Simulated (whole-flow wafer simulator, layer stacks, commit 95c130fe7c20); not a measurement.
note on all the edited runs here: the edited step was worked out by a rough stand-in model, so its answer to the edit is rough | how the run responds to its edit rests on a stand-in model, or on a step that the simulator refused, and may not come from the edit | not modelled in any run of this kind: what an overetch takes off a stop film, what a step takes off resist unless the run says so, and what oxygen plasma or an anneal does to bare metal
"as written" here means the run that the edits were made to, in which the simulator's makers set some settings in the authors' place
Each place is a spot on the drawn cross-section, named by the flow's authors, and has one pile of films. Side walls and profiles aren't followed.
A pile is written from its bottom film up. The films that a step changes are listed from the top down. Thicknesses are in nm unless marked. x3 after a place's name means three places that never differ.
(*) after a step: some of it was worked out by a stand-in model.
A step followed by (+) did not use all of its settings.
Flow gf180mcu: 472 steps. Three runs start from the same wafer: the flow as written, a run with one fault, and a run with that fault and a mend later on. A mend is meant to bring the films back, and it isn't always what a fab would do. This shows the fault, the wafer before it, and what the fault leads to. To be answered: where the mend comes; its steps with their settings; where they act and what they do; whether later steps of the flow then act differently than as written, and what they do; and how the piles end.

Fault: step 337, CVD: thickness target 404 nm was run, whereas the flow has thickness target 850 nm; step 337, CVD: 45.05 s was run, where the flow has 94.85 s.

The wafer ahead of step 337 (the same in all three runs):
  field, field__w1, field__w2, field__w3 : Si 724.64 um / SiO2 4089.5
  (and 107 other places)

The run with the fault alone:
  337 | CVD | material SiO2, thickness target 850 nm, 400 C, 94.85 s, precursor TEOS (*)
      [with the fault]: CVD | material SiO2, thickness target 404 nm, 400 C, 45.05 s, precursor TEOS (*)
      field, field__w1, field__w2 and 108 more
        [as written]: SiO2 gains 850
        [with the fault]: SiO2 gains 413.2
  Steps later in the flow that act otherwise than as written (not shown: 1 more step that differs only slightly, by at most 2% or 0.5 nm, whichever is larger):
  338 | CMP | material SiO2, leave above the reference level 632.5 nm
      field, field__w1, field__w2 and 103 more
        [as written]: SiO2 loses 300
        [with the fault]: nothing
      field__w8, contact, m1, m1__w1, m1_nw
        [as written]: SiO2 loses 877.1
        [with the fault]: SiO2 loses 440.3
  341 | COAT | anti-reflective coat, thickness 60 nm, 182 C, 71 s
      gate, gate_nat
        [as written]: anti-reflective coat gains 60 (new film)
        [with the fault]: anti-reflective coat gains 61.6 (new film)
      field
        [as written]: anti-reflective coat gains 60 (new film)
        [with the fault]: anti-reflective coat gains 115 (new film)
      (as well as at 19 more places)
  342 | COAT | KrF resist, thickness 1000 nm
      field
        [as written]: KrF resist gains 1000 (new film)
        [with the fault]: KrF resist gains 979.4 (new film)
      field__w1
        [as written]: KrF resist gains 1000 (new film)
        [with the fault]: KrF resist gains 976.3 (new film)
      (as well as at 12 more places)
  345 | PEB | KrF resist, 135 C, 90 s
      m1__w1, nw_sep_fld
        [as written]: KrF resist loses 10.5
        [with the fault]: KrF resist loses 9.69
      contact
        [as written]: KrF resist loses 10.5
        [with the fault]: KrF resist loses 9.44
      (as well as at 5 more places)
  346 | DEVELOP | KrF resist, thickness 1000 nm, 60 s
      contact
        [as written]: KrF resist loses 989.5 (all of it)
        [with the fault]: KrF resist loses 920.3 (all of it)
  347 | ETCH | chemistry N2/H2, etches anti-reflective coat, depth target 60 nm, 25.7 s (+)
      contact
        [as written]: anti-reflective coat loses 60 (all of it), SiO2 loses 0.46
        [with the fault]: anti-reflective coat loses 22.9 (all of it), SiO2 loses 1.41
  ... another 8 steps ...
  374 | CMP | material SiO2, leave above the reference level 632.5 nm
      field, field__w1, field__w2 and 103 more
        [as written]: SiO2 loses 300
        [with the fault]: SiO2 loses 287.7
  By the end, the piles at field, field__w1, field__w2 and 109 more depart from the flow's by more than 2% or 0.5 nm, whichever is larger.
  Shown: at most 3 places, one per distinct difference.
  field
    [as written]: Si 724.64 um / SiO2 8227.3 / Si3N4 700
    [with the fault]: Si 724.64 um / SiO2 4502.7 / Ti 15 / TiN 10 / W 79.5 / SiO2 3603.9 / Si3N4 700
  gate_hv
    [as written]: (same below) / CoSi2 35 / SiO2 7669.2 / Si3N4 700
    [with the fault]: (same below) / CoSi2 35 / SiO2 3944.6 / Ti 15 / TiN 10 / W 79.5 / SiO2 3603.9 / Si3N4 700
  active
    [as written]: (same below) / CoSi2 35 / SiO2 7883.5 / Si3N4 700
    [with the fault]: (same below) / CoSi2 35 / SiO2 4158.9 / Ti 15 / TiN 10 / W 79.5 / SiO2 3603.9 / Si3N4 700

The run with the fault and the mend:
  After step 337 comes the mend.
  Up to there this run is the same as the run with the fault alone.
  337a | CVD | material SiO2, thickness target 446 nm, 400 C, 49.77 s, precursor TEOS (*) (the flow's step 337 again, with other settings)
      field, field__w1, field__w2 and 108 more
        SiO2 gains 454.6
  Steps later in the flow that act otherwise than as written:
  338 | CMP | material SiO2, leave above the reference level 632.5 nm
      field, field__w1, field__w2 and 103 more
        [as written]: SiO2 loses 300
        [with the mend]: SiO2 loses 317.9
  The piles end the same as the flow's at every place that both follow.
